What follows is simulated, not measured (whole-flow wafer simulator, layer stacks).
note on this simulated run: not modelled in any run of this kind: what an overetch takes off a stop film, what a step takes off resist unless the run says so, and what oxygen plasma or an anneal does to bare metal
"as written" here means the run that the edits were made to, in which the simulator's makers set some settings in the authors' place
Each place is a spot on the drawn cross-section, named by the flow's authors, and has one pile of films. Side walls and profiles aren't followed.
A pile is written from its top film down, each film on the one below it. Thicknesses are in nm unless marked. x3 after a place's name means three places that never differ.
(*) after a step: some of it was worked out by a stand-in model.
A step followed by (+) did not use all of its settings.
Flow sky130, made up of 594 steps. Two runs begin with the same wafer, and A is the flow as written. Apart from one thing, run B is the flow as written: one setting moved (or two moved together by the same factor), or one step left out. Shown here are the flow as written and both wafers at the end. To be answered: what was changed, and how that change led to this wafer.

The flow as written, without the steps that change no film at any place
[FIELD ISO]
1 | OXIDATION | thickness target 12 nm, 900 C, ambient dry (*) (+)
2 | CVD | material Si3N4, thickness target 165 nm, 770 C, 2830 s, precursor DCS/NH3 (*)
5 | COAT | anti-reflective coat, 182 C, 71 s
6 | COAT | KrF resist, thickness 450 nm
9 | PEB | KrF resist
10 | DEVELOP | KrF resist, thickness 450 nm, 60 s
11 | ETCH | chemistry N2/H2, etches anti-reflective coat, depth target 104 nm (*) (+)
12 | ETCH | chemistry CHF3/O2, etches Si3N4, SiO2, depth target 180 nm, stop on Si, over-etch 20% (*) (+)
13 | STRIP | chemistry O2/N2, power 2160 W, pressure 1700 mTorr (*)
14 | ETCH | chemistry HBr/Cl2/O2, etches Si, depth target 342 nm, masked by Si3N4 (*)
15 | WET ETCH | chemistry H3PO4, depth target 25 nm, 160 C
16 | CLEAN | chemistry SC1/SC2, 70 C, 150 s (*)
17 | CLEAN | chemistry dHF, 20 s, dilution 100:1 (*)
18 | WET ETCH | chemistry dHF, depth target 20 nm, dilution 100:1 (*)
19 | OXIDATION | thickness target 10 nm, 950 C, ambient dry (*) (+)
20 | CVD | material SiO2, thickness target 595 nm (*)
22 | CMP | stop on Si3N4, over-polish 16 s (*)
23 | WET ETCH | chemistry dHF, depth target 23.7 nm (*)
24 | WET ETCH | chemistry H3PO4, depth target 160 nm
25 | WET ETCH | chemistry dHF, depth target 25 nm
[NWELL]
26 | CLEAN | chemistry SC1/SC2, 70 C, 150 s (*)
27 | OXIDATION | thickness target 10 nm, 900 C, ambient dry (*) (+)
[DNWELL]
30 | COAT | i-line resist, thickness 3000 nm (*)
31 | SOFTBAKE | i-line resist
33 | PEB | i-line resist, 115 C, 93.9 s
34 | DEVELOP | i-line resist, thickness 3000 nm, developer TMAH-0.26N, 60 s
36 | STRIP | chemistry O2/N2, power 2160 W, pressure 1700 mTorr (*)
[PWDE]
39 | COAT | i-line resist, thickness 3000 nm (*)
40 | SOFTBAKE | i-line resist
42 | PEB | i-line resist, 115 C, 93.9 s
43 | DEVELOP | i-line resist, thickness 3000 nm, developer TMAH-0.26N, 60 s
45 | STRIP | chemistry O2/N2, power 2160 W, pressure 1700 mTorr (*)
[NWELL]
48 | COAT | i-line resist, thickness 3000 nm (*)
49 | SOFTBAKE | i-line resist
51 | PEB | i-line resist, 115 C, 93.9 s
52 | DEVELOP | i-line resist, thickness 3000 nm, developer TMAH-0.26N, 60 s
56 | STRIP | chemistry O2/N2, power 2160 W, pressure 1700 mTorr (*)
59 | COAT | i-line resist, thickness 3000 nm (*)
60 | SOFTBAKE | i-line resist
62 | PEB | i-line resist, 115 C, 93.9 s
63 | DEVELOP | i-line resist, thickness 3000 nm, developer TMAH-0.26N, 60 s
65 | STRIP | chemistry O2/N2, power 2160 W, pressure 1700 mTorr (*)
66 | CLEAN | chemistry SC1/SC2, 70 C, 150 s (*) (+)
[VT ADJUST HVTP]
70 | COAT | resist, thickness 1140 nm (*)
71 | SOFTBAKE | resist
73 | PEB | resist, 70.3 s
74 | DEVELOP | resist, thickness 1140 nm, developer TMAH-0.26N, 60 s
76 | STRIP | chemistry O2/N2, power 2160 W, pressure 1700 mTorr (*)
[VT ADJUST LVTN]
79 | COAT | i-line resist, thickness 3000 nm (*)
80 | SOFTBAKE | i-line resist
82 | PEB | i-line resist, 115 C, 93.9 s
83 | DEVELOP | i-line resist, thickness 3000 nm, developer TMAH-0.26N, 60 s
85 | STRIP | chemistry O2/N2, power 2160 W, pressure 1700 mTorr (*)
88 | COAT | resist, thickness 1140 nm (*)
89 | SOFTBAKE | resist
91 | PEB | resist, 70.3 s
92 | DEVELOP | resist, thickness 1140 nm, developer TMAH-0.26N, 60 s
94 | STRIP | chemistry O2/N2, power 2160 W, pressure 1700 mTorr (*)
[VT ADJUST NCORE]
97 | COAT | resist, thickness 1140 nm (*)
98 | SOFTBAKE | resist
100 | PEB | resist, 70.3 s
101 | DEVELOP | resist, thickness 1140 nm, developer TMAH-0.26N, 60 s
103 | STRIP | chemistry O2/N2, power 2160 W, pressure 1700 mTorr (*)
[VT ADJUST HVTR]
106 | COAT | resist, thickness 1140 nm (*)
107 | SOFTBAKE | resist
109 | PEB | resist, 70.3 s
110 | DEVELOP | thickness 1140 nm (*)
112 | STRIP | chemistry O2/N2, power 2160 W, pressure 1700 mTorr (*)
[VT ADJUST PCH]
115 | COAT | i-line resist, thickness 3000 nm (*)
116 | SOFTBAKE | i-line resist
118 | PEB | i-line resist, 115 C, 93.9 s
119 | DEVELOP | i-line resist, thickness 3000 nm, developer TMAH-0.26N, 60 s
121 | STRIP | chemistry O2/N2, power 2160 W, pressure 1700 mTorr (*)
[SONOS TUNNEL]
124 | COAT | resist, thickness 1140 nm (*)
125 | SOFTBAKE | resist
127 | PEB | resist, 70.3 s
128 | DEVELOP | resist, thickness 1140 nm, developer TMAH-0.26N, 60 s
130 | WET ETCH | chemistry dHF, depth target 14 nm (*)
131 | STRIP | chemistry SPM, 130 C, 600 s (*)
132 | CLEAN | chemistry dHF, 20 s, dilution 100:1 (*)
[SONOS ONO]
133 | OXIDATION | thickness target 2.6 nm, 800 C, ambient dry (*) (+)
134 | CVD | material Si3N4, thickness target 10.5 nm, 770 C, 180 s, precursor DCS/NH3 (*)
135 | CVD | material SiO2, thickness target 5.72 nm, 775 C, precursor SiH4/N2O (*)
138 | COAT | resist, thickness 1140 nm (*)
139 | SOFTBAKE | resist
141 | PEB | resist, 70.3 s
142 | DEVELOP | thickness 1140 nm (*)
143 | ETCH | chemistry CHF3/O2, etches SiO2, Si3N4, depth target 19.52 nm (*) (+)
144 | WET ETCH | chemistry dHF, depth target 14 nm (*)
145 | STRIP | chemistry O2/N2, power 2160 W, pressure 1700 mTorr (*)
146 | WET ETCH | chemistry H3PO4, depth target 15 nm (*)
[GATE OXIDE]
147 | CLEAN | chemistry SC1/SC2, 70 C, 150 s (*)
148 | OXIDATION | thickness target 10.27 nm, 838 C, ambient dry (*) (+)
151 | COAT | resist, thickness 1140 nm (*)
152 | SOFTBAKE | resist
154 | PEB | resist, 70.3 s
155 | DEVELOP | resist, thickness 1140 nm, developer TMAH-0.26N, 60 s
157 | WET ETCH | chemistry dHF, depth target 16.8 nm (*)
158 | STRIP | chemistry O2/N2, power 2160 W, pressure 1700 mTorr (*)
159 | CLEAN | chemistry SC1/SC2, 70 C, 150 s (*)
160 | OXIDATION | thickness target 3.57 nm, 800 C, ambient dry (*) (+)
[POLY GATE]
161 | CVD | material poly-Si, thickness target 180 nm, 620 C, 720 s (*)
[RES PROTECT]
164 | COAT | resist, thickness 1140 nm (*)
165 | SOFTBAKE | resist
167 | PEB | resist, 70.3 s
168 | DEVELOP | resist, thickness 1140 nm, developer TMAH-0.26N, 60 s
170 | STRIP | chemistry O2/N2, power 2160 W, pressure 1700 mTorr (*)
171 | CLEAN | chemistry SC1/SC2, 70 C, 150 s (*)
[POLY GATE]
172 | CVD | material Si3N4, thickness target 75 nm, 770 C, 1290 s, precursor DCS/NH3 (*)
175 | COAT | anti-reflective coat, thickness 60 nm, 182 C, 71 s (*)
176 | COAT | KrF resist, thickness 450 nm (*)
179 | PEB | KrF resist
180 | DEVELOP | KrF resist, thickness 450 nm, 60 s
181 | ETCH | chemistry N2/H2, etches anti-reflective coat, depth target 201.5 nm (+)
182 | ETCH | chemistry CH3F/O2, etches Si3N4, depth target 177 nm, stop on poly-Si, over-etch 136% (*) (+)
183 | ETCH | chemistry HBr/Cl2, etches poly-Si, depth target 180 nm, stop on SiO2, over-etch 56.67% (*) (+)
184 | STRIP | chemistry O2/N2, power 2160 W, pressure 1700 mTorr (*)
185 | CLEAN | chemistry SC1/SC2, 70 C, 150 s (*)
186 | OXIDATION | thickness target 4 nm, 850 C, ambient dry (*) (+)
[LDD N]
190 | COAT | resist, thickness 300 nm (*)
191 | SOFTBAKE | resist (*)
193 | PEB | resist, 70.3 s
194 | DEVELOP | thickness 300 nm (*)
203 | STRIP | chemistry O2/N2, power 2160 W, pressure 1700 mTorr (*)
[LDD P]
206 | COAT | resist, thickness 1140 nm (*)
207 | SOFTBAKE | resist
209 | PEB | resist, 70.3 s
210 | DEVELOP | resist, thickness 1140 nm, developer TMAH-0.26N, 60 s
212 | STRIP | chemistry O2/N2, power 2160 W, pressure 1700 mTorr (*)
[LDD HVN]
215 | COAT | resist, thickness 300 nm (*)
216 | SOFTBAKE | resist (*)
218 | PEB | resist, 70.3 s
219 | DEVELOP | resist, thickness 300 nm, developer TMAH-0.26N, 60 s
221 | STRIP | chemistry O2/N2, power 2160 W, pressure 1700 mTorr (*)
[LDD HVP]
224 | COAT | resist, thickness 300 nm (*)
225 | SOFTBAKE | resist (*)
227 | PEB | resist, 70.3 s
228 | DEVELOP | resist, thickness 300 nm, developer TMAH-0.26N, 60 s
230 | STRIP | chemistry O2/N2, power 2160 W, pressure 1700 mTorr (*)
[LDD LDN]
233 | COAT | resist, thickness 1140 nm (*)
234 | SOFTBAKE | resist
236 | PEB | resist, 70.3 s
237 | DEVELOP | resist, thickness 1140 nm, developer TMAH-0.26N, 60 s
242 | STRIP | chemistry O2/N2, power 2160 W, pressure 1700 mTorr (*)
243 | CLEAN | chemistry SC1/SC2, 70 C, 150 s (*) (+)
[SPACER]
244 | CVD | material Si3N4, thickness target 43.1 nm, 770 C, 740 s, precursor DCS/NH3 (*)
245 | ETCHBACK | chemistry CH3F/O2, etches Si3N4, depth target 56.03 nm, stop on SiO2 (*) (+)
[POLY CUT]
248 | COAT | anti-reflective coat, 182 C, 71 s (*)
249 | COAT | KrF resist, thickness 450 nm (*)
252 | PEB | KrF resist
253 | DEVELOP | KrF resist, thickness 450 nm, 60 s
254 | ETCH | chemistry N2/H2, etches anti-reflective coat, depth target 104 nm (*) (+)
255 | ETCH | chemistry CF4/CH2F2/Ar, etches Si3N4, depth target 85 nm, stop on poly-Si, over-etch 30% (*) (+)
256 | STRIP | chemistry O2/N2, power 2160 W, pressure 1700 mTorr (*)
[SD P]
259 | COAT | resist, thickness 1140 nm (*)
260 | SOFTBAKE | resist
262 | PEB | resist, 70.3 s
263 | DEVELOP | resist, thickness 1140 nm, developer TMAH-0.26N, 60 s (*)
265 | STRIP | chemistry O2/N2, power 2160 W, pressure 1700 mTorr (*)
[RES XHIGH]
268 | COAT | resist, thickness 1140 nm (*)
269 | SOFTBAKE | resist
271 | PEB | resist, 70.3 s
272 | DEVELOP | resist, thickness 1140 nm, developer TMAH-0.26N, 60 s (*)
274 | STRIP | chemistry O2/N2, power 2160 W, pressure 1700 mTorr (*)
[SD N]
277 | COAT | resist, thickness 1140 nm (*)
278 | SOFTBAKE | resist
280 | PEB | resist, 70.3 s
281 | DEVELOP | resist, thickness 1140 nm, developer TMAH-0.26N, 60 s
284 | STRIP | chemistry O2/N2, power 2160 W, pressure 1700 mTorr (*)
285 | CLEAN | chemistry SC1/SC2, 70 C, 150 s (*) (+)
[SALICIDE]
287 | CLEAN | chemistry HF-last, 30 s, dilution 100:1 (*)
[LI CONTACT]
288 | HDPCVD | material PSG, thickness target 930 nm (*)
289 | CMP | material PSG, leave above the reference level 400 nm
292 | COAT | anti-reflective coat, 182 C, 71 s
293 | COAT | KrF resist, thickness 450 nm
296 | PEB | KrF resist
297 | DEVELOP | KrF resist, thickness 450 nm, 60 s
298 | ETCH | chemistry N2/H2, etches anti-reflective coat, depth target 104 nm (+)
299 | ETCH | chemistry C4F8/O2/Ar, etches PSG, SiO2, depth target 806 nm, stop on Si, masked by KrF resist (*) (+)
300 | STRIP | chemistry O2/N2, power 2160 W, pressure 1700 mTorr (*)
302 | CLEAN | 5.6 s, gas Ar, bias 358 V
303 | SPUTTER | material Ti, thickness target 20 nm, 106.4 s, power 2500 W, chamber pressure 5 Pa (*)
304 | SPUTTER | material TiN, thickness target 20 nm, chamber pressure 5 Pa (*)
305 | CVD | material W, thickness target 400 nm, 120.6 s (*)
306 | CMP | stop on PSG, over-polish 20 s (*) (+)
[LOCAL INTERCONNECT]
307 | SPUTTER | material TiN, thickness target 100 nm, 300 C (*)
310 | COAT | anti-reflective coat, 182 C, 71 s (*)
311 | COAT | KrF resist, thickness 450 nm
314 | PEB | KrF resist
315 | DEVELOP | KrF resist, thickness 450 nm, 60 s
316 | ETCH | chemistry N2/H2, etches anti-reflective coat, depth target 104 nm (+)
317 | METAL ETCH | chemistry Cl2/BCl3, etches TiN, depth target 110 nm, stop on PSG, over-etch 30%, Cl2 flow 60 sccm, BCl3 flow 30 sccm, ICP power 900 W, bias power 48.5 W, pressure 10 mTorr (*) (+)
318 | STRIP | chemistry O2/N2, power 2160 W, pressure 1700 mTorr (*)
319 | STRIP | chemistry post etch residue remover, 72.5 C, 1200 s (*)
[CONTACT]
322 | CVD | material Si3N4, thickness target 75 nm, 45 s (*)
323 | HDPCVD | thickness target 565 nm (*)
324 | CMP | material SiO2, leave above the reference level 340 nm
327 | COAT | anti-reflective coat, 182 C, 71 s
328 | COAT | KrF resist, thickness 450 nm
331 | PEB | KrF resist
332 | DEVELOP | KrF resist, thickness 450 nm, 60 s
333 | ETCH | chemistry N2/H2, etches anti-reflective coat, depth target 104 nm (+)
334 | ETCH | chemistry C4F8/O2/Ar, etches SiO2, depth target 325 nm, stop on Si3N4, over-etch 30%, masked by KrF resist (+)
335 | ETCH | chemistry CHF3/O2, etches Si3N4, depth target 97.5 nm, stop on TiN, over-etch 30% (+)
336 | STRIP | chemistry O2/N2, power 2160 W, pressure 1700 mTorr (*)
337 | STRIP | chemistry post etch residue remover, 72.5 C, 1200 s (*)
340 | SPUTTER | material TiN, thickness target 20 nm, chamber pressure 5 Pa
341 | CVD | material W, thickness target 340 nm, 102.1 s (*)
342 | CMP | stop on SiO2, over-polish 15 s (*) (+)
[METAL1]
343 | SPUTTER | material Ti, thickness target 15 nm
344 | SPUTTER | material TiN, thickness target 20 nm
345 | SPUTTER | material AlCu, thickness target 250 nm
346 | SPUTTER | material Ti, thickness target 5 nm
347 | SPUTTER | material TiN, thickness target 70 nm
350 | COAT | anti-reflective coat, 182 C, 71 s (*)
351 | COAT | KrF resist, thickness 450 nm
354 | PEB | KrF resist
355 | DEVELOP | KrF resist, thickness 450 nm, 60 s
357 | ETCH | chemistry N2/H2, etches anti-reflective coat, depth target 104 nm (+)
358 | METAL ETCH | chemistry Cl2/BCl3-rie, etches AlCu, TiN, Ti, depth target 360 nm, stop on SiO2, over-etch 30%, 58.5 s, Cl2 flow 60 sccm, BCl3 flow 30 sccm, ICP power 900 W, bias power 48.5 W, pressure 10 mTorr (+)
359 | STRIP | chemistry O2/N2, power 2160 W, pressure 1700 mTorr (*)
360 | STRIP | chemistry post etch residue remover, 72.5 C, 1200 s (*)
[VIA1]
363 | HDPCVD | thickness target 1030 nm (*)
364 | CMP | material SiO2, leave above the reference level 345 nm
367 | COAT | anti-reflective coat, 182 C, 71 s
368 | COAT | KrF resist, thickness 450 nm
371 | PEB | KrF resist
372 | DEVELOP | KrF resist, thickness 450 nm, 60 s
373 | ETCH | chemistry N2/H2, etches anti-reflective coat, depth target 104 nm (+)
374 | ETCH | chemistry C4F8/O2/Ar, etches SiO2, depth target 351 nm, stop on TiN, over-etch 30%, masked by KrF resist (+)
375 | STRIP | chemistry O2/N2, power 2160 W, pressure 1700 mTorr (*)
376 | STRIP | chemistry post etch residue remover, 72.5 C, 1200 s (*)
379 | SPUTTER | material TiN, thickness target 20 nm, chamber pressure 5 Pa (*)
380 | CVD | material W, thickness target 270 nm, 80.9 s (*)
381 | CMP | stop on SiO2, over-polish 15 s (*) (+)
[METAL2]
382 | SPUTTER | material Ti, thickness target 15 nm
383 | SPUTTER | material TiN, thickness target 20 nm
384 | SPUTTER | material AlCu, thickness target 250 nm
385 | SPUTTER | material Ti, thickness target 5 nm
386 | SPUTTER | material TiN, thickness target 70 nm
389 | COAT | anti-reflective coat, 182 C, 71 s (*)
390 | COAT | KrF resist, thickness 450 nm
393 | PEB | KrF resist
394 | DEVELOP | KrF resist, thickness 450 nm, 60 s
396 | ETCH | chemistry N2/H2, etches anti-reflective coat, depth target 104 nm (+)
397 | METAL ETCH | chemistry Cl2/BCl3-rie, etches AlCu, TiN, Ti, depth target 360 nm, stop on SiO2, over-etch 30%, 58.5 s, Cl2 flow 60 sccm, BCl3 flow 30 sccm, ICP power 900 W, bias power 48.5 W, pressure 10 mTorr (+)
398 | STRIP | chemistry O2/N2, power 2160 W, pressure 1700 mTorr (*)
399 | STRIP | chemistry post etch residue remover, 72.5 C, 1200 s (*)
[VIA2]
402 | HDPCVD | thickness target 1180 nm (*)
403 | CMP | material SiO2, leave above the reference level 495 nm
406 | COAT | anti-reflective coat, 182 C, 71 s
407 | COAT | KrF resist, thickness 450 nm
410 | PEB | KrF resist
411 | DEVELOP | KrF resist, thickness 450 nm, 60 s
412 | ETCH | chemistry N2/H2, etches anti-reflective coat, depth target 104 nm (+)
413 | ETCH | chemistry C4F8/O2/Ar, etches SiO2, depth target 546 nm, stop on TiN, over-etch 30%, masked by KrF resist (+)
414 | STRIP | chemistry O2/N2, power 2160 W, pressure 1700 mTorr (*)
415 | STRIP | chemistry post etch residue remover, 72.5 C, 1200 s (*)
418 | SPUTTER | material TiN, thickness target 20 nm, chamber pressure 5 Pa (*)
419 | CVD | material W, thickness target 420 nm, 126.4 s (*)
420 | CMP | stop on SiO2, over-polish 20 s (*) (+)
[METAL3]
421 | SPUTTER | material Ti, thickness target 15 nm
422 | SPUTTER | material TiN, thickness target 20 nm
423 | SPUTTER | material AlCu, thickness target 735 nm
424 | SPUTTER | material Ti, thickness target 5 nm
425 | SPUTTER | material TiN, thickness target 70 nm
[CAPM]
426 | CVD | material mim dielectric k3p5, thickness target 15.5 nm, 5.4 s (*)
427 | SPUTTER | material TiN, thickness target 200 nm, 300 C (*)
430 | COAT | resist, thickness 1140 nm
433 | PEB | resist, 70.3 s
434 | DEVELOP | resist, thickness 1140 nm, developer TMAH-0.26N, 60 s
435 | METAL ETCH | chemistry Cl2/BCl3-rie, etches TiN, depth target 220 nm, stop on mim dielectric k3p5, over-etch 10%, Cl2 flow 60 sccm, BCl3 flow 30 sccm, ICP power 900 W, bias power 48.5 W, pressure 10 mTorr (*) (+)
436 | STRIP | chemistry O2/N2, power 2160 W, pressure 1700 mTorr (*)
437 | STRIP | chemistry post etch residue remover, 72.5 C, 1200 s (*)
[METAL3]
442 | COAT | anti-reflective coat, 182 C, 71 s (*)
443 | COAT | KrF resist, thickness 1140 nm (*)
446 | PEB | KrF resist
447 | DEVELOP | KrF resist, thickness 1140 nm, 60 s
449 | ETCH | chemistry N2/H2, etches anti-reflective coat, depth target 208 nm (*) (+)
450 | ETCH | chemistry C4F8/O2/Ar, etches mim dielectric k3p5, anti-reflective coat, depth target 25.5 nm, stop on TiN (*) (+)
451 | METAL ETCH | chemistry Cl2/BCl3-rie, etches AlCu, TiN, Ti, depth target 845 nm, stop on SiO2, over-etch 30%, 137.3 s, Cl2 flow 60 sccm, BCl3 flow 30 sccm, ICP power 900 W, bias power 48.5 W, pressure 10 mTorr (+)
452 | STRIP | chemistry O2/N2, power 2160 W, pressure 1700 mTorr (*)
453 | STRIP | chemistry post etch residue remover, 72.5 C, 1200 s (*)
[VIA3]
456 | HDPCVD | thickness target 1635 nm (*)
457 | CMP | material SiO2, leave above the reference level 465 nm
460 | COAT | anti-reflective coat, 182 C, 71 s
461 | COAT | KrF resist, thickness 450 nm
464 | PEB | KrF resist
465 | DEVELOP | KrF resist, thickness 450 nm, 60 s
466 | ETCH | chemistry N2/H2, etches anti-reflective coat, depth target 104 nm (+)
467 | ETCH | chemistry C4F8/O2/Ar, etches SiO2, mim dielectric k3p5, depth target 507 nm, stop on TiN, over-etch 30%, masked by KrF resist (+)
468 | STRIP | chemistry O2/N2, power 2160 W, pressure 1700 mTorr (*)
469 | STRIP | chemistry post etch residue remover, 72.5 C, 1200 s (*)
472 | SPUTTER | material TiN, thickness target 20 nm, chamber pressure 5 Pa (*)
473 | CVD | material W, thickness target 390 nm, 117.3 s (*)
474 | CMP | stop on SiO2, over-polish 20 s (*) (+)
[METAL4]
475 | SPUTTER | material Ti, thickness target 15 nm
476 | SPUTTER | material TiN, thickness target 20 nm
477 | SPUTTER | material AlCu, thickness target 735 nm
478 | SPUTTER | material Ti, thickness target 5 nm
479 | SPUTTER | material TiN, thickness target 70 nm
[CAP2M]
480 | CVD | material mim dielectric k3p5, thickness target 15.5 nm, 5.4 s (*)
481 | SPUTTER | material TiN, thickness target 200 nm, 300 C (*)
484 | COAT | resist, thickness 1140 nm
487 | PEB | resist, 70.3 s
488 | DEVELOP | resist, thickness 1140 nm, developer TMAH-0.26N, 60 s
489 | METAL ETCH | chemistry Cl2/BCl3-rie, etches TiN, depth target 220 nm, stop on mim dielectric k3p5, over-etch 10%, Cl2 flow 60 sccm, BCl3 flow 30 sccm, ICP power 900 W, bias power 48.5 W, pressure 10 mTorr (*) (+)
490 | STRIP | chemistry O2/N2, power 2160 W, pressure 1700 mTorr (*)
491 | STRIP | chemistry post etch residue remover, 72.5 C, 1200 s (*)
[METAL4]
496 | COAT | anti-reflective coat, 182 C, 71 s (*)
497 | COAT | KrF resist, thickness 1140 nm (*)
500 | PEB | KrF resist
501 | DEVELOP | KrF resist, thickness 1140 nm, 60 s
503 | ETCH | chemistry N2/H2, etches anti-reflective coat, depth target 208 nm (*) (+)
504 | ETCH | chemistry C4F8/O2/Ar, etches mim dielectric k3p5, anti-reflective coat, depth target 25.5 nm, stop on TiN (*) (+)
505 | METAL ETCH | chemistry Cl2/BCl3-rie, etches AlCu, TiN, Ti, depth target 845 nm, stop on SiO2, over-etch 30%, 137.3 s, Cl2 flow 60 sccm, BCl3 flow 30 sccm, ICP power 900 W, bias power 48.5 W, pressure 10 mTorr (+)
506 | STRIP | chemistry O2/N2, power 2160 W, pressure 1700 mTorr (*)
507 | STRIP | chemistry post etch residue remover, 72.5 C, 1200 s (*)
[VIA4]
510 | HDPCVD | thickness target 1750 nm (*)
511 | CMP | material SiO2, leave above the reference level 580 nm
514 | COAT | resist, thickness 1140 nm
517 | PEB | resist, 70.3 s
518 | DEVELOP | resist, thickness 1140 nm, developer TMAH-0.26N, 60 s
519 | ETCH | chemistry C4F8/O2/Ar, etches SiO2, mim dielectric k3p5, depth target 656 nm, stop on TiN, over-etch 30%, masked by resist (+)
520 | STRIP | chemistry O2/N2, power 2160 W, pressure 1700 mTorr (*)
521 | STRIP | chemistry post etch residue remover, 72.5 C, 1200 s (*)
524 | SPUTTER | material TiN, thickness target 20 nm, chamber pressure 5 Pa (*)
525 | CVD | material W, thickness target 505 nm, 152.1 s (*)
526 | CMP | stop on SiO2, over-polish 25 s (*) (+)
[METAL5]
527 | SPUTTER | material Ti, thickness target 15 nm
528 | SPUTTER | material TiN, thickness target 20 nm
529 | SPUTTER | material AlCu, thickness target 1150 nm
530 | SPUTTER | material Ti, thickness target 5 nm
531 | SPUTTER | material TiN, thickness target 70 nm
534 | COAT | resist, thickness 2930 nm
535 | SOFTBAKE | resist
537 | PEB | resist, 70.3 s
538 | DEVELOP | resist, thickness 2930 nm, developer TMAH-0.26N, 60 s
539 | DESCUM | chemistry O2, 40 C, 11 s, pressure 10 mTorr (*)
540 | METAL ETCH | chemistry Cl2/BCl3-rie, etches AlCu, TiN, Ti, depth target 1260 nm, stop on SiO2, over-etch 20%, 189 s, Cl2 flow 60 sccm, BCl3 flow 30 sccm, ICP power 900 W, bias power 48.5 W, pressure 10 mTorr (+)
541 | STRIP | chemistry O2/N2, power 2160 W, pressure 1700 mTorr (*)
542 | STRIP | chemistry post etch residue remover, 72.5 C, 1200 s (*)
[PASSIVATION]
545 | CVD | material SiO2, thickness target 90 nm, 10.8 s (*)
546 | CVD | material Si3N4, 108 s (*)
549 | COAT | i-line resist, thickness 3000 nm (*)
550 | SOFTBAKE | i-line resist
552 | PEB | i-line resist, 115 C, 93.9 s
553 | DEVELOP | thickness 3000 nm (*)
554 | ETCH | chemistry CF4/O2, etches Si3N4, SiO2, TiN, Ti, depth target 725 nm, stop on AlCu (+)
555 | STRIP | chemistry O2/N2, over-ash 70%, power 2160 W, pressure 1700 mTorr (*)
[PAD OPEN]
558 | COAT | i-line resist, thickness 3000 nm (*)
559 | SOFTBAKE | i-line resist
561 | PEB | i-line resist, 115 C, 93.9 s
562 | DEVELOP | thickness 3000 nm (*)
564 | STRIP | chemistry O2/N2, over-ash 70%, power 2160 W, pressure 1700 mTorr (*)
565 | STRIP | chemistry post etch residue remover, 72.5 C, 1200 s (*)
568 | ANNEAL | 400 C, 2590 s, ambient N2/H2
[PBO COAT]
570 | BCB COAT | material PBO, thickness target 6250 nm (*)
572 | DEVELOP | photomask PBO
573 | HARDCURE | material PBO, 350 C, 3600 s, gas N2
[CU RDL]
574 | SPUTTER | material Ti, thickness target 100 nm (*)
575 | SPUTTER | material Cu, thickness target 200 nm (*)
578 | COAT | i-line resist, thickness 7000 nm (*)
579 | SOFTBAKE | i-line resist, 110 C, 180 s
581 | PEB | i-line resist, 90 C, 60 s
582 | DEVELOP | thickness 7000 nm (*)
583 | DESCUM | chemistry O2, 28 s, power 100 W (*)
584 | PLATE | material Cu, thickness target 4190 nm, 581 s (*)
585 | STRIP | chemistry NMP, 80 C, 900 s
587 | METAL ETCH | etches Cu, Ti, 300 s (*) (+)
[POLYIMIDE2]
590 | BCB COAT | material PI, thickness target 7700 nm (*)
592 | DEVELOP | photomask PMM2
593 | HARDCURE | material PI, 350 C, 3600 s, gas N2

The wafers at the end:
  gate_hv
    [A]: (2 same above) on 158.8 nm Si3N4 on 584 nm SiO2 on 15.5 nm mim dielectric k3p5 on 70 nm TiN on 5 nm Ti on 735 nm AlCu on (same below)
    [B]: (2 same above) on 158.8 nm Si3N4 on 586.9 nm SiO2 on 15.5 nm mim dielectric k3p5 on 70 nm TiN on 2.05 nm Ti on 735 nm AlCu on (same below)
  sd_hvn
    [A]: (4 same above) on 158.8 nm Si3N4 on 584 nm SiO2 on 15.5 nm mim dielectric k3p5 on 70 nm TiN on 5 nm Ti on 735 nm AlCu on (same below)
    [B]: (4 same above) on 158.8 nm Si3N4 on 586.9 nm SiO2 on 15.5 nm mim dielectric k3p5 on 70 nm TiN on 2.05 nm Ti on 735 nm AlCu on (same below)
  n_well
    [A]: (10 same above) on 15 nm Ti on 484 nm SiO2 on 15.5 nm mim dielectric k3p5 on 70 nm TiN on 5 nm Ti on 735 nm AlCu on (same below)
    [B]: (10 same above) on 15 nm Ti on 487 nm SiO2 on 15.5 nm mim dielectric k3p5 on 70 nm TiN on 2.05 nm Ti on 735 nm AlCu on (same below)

Cause: step 478, SPUTTER: thickness target 2.05 nm was run, while the flow as written has thickness target 5 nm.
The wafer itself shows it: gate_hv has Ti 2.05, and step 478 as written asks for 5 nm.

How this came from the change, step by step:
  478 | SPUTTER | material Ti, thickness target 5 nm
      field, active, n_well and 189 more: A +5 Ti (new film) | B +2.05 Ti (new film)
  505 | METAL ETCH | chemistry Cl2/BCl3-rie, etches AlCu, TiN, Ti, depth target 845 nm, stop on SiO2, over-etch 30%, 137.3 s, Cl2 flow 60 sccm, BCl3 flow 30 sccm, ICP power 900 W, bias power 48.5 W, pressure 10 mTorr (+)
      field, gate, spacer and 68 more: A -70 TiN (all of it), -5 Ti (all of it), -735 AlCu (all of it), -20 TiN (all of it), -15 Ti (all of it), -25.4 SiO2 | B -70 TiN (all of it), -2.05 Ti (all of it), -735 AlCu (all of it), -20 TiN (all of it), -15 Ti (all of it), -25.6 SiO2
      active, vpp_iso1, mim_edge_plate and 14 more: A -70 TiN (all of it), -5 Ti (all of it), -735 AlCu (all of it), -20 TiN (all of it), -15 Ti (all of it), -25.3 SiO2 | B -70 TiN (all of it), -2.05 Ti (all of it), -735 AlCu (all of it), -20 TiN (all of it), -15 Ti (all of it), -25.6 SiO2
